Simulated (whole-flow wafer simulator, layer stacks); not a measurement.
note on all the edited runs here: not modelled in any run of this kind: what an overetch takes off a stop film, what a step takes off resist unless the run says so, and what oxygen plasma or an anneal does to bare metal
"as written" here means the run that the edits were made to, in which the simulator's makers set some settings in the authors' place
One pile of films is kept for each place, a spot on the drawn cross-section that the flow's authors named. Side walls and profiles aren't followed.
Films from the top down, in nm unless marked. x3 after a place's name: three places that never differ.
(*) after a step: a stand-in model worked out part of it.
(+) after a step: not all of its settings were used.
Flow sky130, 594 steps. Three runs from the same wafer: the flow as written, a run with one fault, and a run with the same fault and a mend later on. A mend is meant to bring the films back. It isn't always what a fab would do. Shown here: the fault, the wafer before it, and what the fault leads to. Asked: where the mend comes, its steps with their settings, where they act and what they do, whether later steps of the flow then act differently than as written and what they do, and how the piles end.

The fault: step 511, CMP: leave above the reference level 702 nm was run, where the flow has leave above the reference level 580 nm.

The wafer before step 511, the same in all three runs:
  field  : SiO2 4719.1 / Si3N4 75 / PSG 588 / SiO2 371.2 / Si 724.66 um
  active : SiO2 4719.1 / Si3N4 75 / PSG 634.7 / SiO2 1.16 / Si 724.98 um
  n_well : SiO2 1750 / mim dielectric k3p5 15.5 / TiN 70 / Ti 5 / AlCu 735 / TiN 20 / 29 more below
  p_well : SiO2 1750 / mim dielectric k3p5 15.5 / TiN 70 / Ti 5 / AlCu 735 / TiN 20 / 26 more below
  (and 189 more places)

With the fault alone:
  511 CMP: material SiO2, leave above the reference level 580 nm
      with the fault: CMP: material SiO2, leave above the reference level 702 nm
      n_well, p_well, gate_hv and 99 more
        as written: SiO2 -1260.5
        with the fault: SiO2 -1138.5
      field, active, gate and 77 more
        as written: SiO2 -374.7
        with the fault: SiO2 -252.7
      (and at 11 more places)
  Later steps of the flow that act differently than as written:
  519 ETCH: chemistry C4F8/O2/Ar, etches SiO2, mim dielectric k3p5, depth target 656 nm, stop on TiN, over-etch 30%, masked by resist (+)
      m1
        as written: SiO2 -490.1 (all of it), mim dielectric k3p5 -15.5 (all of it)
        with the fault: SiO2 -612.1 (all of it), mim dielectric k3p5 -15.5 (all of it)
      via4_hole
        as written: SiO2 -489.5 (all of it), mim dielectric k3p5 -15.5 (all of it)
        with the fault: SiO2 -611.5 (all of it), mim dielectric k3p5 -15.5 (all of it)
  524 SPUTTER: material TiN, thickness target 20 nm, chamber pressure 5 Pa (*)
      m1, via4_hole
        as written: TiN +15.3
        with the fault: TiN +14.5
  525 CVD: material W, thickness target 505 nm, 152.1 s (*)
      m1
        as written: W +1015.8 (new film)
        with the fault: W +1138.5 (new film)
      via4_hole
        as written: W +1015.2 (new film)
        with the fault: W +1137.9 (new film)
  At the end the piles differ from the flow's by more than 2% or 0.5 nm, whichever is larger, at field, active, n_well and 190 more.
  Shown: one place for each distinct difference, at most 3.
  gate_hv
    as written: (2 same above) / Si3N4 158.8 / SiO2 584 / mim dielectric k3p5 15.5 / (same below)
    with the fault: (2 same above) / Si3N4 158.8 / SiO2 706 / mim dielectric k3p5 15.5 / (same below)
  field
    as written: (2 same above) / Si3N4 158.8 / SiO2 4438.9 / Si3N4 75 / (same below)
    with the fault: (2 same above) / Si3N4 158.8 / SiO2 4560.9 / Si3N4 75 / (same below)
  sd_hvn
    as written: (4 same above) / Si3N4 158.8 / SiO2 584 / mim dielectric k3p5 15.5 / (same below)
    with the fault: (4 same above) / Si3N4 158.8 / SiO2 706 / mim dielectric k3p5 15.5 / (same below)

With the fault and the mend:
  The mend comes after step 511.
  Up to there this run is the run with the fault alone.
  511a CMP: material SiO2, leave above the reference level 580 nm (the flow's step 511 once more)
      field, active, n_well and 190 more
        SiO2 -122
  No later step of the flow acts differently than as written at any place that is followed.
  At the end the piles are the same as the flow's at every place that both follow.
